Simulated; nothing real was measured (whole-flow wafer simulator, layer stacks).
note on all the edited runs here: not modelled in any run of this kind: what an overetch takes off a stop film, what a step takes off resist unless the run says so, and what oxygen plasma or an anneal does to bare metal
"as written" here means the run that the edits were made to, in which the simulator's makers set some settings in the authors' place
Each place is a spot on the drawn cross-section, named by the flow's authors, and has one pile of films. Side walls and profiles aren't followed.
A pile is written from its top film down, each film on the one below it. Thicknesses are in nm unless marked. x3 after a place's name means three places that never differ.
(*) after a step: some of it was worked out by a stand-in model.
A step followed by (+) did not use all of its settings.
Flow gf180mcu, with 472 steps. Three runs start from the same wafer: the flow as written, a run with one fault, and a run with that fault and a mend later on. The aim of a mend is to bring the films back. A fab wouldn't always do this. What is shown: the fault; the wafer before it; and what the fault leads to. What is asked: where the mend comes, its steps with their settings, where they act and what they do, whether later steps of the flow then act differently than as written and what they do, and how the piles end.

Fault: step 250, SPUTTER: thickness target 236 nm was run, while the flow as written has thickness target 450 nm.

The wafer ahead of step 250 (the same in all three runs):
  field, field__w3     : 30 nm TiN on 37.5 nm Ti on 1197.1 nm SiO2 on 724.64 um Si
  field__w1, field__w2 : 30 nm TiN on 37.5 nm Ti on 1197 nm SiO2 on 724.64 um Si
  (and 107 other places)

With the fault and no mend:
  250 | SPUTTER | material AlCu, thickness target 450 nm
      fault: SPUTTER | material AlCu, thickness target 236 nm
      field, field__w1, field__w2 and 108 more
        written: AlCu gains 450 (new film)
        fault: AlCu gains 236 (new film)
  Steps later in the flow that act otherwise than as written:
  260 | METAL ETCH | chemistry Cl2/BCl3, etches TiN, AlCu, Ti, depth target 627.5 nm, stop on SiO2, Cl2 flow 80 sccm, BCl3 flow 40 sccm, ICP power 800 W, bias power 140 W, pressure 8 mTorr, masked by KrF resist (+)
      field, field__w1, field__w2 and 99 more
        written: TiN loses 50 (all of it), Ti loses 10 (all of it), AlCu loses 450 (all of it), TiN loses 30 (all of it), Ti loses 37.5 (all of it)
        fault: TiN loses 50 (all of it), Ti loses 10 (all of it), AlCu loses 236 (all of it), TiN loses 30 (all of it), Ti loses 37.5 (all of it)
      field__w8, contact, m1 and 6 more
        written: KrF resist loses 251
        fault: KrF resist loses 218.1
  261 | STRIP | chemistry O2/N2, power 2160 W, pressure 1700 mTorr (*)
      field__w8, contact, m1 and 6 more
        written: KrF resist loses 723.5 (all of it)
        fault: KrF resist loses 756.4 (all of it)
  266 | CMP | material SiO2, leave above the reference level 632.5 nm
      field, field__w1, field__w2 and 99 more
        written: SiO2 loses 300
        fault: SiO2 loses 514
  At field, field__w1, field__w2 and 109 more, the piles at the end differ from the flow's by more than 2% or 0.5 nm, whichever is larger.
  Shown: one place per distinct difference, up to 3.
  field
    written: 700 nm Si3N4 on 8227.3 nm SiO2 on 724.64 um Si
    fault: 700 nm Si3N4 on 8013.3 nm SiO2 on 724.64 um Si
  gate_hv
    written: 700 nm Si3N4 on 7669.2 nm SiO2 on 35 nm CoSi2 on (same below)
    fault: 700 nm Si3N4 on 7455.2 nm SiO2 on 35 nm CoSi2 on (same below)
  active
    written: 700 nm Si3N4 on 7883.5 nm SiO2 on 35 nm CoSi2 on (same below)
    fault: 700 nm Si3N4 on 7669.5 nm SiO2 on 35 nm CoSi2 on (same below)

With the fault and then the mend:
  After step 250 comes the mend.
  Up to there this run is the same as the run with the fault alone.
  250a | SPUTTER | material AlCu, thickness target 214 nm (the flow's step 250 again, with other settings)
      field, field__w1, field__w2 and 108 more
        AlCu gains 214
  Every later step of the flow that is run acts as written at every place that is followed.
  At every place that both follow, the piles at the end match the flow's.
